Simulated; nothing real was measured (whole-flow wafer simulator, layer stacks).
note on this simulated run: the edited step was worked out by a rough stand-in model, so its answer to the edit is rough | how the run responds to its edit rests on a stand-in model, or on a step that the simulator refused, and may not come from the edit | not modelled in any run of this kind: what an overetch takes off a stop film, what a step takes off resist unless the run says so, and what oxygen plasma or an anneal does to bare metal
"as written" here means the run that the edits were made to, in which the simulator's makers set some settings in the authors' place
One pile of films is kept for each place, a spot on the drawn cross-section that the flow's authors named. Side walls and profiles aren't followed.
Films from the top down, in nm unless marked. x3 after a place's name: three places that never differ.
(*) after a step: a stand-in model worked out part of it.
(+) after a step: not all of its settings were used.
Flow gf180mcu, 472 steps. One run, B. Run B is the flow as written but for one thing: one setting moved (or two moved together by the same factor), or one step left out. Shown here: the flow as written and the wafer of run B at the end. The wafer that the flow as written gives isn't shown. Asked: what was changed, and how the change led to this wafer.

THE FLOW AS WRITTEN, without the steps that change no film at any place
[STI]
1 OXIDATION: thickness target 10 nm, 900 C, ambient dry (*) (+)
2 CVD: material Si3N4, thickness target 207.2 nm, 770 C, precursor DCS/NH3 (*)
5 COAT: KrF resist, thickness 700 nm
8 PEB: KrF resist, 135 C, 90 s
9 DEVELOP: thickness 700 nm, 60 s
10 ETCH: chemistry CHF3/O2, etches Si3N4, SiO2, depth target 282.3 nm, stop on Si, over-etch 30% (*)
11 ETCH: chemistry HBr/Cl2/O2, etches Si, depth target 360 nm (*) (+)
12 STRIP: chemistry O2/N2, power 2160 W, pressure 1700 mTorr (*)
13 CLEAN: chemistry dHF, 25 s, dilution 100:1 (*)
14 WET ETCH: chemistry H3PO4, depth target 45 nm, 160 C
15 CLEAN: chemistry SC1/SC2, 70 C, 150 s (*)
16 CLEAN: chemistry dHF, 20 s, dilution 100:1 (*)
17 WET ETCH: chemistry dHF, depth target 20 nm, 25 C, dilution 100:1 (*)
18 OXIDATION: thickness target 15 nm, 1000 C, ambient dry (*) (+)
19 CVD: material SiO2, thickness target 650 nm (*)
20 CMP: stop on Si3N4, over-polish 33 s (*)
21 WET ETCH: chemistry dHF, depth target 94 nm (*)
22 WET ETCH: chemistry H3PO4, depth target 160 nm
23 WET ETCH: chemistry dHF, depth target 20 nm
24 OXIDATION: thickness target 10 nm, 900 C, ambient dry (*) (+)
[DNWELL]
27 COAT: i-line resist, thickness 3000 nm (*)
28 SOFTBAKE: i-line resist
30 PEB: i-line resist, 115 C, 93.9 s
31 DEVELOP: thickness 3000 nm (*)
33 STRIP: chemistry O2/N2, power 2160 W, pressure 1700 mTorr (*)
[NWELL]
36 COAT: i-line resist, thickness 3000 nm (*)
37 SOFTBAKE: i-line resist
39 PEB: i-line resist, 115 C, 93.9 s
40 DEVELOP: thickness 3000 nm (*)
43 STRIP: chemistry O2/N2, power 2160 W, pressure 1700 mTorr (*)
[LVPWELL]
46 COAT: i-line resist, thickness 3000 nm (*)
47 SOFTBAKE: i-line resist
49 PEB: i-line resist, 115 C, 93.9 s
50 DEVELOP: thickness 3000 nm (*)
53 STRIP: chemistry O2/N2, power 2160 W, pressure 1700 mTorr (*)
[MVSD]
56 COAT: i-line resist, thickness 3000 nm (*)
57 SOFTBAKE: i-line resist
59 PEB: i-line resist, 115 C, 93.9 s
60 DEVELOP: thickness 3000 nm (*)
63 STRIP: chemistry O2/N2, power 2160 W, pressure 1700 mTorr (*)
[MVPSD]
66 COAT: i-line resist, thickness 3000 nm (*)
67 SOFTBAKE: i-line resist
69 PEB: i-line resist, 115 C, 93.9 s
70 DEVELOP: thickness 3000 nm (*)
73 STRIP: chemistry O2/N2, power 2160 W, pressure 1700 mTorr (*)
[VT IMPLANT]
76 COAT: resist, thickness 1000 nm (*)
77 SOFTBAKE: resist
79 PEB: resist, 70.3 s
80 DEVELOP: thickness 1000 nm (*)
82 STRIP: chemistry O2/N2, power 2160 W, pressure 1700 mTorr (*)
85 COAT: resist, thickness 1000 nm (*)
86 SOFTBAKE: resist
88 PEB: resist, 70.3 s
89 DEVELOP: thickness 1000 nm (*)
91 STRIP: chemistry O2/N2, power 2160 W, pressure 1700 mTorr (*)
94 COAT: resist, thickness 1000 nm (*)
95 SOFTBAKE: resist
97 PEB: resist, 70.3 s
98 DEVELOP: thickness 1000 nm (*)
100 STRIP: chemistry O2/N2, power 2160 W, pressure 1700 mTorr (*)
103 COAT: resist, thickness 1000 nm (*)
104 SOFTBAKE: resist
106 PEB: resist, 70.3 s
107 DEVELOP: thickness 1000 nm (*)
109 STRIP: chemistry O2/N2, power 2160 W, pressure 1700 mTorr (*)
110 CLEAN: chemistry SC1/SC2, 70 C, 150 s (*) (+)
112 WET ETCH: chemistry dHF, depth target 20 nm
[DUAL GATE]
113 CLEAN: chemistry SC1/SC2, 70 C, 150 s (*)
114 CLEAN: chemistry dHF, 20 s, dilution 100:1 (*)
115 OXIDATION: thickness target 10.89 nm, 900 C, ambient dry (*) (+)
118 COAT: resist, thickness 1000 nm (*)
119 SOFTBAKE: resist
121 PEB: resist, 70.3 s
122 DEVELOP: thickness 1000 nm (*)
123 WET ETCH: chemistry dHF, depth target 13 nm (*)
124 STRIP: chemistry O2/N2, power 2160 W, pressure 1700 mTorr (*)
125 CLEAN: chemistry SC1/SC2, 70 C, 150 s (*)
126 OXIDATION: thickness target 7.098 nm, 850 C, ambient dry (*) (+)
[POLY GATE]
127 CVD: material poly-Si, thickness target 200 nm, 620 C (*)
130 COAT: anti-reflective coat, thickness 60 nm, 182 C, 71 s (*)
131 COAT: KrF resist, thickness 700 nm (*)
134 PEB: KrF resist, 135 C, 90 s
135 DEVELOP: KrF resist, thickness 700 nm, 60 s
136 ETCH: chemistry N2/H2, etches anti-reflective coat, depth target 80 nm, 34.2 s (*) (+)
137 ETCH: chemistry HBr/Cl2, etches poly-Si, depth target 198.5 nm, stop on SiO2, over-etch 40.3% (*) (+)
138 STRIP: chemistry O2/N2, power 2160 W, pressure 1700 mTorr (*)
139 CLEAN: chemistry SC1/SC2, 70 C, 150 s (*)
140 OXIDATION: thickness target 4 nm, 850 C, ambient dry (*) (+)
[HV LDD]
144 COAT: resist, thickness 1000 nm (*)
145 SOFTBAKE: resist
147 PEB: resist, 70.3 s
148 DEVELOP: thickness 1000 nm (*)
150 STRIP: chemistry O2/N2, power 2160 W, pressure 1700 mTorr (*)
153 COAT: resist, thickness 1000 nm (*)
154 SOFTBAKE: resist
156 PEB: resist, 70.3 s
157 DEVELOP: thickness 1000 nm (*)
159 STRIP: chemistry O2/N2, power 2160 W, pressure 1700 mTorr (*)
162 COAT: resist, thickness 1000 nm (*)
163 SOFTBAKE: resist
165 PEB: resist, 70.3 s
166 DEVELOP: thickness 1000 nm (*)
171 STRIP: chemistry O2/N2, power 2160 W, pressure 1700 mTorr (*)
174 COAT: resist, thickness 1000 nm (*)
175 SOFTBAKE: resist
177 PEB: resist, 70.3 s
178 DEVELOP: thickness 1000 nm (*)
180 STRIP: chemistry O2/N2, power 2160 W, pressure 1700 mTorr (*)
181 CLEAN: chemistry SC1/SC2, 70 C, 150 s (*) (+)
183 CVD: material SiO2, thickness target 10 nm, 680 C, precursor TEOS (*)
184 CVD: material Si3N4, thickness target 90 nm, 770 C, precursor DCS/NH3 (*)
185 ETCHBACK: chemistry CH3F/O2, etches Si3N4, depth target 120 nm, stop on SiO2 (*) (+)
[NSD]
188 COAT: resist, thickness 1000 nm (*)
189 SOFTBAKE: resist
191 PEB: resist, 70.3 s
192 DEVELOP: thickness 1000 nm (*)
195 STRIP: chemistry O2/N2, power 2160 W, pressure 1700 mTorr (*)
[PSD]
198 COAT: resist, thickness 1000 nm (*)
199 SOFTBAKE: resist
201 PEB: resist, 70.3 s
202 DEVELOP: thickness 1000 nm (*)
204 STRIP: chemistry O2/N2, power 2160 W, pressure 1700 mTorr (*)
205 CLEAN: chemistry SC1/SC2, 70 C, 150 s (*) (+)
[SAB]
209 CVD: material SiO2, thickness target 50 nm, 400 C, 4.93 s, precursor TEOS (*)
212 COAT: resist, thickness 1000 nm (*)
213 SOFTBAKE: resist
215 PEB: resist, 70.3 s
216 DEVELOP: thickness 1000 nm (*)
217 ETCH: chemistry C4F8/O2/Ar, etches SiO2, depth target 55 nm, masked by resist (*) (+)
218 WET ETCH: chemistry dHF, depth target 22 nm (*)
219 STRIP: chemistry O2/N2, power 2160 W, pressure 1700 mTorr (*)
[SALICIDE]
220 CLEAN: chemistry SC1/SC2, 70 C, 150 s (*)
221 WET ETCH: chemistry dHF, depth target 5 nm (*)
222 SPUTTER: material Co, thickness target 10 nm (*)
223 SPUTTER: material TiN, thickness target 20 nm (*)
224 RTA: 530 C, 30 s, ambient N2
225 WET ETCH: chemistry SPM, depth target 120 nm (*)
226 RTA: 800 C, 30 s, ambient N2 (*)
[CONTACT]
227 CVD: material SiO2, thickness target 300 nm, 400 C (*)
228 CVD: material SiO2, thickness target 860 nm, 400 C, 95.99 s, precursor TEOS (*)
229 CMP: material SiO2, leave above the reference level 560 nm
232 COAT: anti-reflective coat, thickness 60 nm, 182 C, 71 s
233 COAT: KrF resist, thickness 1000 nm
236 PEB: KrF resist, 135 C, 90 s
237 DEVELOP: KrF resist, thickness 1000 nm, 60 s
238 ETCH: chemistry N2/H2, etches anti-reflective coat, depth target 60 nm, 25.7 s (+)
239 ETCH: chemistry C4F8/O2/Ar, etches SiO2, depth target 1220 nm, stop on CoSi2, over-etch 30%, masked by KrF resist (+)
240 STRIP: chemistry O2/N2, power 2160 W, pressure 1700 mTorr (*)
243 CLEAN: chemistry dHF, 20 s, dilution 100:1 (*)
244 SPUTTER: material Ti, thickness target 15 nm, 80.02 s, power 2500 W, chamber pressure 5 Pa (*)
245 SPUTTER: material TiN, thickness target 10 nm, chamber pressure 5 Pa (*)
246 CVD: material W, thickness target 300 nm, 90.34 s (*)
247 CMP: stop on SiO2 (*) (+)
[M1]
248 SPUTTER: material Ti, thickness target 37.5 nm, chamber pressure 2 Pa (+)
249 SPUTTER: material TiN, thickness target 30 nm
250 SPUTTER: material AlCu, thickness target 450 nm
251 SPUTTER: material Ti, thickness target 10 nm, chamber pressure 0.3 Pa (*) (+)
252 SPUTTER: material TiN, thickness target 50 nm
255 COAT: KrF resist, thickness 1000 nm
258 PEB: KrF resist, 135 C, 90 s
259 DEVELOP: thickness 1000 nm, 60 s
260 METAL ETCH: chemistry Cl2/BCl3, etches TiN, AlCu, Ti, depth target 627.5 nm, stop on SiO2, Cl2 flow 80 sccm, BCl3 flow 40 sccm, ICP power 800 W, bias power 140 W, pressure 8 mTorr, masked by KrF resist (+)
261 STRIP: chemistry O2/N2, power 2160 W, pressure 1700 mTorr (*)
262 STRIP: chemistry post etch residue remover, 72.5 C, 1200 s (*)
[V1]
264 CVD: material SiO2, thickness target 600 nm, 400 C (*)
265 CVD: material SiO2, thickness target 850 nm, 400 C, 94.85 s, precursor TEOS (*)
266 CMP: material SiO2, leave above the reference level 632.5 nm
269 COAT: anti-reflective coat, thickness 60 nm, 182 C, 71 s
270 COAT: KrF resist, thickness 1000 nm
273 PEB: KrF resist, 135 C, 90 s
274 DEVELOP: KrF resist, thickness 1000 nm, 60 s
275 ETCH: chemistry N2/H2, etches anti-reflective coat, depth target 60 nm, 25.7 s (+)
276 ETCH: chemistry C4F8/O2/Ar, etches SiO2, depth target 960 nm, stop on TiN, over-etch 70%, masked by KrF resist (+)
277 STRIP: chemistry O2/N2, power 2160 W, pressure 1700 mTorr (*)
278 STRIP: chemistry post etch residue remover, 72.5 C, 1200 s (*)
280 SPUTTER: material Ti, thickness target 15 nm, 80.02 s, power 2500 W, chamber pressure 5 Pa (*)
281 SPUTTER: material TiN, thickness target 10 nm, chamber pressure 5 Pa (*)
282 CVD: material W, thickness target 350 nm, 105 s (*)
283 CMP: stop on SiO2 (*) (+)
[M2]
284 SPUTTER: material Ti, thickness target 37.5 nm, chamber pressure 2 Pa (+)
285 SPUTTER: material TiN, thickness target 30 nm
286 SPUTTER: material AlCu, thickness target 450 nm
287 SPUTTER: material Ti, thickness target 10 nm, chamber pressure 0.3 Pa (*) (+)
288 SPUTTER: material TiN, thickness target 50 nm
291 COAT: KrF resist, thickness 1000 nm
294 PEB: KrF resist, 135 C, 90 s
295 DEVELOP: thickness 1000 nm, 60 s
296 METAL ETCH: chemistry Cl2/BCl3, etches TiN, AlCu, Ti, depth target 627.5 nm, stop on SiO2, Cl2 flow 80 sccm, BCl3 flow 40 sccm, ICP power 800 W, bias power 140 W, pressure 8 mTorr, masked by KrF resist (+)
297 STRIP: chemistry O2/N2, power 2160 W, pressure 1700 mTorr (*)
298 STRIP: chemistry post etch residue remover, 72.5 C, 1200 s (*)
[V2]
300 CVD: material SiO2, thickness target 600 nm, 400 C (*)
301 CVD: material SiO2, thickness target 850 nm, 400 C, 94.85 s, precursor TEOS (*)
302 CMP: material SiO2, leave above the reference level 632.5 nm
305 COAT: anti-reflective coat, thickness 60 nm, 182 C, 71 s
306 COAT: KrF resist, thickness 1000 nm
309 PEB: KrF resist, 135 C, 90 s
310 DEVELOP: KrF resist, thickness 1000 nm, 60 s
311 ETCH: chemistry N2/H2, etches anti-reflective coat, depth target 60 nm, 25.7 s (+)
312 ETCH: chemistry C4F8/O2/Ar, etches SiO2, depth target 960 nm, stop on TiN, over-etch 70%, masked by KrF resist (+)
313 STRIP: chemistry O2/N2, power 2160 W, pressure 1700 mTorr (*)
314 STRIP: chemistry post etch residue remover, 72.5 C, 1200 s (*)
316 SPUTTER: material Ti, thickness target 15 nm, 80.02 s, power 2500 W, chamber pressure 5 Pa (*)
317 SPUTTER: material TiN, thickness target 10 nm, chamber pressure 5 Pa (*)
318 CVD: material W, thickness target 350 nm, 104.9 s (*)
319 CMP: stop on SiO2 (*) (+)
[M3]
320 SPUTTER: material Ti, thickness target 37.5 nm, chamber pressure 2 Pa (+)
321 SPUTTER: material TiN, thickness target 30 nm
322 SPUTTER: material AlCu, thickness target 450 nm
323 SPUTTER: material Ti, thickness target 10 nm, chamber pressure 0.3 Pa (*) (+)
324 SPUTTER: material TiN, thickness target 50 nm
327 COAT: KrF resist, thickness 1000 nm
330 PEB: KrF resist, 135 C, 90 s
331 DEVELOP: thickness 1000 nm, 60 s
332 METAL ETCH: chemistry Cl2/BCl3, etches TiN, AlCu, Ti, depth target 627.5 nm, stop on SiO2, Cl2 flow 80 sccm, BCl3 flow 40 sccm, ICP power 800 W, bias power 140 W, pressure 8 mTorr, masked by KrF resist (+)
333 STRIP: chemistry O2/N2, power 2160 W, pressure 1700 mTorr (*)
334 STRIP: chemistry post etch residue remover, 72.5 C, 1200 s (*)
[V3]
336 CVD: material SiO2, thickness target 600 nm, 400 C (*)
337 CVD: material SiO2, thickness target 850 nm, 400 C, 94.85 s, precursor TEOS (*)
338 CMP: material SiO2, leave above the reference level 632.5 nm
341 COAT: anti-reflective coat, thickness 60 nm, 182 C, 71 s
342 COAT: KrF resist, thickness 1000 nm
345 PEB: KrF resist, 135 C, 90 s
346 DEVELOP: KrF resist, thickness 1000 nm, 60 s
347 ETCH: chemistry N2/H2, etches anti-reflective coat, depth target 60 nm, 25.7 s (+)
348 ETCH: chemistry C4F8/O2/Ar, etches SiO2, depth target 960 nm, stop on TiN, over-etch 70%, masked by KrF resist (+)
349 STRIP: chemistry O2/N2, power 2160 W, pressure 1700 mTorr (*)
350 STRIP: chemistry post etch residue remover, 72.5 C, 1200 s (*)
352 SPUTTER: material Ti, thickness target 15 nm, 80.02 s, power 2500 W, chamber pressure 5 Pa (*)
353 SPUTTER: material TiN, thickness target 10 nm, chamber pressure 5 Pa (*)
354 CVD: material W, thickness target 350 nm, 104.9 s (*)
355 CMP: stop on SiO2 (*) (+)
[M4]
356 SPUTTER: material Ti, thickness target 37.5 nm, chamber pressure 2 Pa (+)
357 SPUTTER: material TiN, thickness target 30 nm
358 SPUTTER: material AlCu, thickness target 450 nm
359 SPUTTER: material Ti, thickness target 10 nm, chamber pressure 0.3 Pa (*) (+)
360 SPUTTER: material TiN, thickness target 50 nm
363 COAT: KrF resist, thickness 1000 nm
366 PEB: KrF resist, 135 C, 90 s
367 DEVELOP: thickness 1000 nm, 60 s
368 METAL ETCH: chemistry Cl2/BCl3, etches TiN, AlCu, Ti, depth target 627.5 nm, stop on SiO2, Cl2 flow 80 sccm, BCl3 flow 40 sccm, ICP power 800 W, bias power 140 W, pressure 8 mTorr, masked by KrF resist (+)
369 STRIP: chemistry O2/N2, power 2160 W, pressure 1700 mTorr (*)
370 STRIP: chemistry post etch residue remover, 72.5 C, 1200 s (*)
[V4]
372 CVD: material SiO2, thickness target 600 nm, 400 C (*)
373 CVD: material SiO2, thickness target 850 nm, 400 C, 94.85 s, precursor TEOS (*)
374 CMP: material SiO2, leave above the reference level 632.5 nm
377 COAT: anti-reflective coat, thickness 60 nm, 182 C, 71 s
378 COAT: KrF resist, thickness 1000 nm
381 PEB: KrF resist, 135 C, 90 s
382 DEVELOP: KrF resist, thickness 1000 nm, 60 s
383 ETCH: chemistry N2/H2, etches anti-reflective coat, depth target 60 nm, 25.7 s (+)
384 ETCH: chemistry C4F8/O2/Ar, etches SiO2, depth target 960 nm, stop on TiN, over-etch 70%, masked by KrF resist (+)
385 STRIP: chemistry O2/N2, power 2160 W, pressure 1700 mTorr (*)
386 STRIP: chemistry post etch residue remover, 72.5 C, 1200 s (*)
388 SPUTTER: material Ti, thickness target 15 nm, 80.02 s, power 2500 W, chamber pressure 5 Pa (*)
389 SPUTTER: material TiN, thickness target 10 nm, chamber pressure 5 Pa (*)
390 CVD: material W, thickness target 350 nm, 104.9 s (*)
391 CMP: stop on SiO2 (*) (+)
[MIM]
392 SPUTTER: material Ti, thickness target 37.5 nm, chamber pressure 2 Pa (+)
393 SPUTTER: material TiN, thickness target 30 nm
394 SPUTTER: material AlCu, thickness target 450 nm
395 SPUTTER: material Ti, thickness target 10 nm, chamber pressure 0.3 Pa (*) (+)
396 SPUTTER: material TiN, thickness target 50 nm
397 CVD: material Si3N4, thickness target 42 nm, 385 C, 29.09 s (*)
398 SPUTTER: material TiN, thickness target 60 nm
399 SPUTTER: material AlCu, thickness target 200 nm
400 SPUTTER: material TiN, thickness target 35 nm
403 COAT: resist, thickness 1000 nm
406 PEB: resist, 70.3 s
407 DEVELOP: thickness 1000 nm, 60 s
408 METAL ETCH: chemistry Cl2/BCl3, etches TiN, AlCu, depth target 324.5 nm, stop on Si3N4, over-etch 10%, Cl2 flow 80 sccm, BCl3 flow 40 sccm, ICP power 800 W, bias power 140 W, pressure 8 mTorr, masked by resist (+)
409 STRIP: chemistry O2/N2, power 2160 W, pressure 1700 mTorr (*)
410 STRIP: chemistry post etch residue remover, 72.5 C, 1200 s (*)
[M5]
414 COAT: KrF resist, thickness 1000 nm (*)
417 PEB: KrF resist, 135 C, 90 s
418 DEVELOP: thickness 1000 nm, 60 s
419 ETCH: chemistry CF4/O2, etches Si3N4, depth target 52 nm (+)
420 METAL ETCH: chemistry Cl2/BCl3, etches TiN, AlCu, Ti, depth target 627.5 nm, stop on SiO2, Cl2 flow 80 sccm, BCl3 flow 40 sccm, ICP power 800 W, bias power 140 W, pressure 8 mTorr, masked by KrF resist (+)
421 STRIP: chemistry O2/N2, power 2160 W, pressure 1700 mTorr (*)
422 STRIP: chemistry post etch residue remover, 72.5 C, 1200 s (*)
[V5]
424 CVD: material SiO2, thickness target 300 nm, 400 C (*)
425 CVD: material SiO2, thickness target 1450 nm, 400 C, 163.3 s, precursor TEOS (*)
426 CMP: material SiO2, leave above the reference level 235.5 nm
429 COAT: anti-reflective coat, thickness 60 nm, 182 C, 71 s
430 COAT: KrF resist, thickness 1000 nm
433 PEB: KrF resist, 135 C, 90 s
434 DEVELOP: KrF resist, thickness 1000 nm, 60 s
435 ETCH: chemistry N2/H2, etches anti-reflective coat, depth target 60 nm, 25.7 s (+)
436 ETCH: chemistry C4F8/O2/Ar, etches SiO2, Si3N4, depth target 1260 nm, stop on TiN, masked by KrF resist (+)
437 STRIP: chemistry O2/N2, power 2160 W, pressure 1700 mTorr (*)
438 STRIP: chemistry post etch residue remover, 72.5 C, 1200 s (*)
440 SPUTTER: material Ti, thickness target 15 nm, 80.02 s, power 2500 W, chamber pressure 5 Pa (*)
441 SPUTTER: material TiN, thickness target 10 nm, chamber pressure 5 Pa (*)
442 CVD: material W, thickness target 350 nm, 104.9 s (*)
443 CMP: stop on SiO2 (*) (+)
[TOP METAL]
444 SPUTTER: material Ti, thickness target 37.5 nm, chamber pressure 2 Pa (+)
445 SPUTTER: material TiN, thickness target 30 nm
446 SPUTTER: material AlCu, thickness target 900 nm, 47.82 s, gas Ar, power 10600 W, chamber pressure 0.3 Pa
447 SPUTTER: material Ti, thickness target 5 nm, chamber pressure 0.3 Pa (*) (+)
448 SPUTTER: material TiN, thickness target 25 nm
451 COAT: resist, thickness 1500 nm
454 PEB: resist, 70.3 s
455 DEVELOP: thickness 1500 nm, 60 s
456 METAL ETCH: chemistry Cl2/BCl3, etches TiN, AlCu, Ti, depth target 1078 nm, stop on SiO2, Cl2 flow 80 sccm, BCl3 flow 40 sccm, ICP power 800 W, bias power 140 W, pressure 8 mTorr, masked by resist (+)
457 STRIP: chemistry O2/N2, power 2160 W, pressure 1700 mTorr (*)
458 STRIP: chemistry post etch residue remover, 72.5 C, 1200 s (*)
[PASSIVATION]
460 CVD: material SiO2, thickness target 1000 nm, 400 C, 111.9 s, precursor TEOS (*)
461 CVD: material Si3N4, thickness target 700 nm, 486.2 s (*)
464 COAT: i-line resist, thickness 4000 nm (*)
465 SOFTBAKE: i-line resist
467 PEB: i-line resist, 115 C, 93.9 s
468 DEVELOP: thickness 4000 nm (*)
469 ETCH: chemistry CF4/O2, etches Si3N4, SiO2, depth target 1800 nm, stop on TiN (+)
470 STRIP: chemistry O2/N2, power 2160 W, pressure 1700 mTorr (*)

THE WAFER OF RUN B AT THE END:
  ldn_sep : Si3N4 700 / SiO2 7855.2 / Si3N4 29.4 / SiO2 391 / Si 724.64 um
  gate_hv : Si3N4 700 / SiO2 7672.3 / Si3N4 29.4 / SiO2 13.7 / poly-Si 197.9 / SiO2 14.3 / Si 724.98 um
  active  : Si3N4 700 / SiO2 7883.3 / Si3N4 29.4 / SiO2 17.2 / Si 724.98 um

The cause: step 185, ETCHBACK: depth target 56.4 nm was run, where the flow has depth target 120 nm.

How the change led to this, step by step:
  185 ETCHBACK: chemistry CH3F/O2, etches Si3N4, depth target 120 nm, stop on SiO2 (*) (+)
      field, field__w1, field__w2 and 100 more: Si3N4 -56.4 (as written it would be: Si3N4 -90 (all of it), SiO2 -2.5)
  188 COAT: resist, thickness 1000 nm (*)
      spacer: resist +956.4 (new film) (as written it would be: resist +920.2 (new film))
  189 SOFTBAKE: resist
      field__w9: resist -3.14 (as written it would be: resist +6.92)
      nw_enc_fld_lv: resist +5.57 (as written it would be: resist +0.86)
  191 PEB: resist, 70.3 s
      spacer: resist -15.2 (as written it would be: resist -14.3)
  192 DEVELOP: thickness 1000 nm (*)
      spacer: resist -941.2 (all of it) (as written it would be: resist -905.9 (all of it))
  198 COAT: resist, thickness 1000 nm (*)
      spacer: resist +956.4 (new film) (as written it would be: resist +920.2 (new film))
  199 SOFTBAKE: resist
      field__w9: resist -3.14 (as written it would be: resist +6.92)
      nw_enc_fld_lv: resist +5.57 (as written it would be: resist +0.86)
  201 PEB: resist, 70.3 s
      spacer: resist -15.2 (as written it would be: resist -14.3)
  204 STRIP: chemistry O2/N2, power 2160 W, pressure 1700 mTorr (*)
      spacer: resist -941.2 (all of it) (as written it would be: resist -905.9 (all of it))
  205 CLEAN: chemistry SC1/SC2, 70 C, 150 s (*) (+)
      field, field__w1, field__w2 and 105 more: Si3N4 -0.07 (as written it would be: SiO2 -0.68)
  209 CVD: material SiO2, thickness target 50 nm, 400 C, 4.93 s, precursor TEOS (*)
      field, field__w7, field__w8 and 73 more: SiO2 +50 (new film) (as written it would be: SiO2 +50)
      field_sub__w1, field_sub__w3, field_sub__w4, field_sub__w5, ld_drift_n: SiO2 +48.8 (new film) (as written it would be: SiO2 +48.9)
      (and at 27 more places)
  212 COAT: resist, thickness 1000 nm (*)
      spacer: resist +956 (new film) (as written it would be: resist +919.4 (new film))
  215 PEB: resist, 70.3 s
      spacer: resist -15.2 (as written it would be: resist -14.3)
  216 DEVELOP: thickness 1000 nm (*)
      spacer: resist -940.8 (all of it) (as written it would be: resist -905.1 (all of it))
  217 ETCH: chemistry C4F8/O2/Ar, etches SiO2, depth target 55 nm, masked by resist (*) (+)
      field, field__w7, field__w8 and 70 more: SiO2 -50 (all of it), Si3N4 -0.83 (as written it would be: SiO2 -55)
      field_sub__w1, field_sub__w3, field_sub__w4, field_sub__w5, ld_drift_n: SiO2 -48.8 (all of it), Si3N4 -1.03 (as written it would be: SiO2 -55)
      (and at 21 more places)
  218 WET ETCH: chemistry dHF, depth target 22 nm (*)
      gate, gate_hv, gate_p and 23 more: Si3N4 -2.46 (as written it would be: SiO2 -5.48 (all of it))
      field, field__w10, sti and 14 more: Si3N4 -2.46 (as written it would be: SiO2 -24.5)
      (and at 56 more places)
  ... 12 more steps ...
  471 ANNEAL: 400 C, 1800 s, ambient N2/H2
      polyc_n, polyc_p: under 9 films: void +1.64 (new film), Ti -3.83, TiSi first +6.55 (new film), poly-Si -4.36 (as written it would be: nothing)
      contact: under 49 films: void +1.62 (new film), Ti -3.83, TiSi first +6.55 (new film), Si -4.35 (as written it would be: nothing)
Counting metal films that touch as one body, gate_hv has 0 bodies; the flow as written gives 1 body.
Counting metal films that touch as one body, active has 0 bodies; the flow as written gives 1 body.
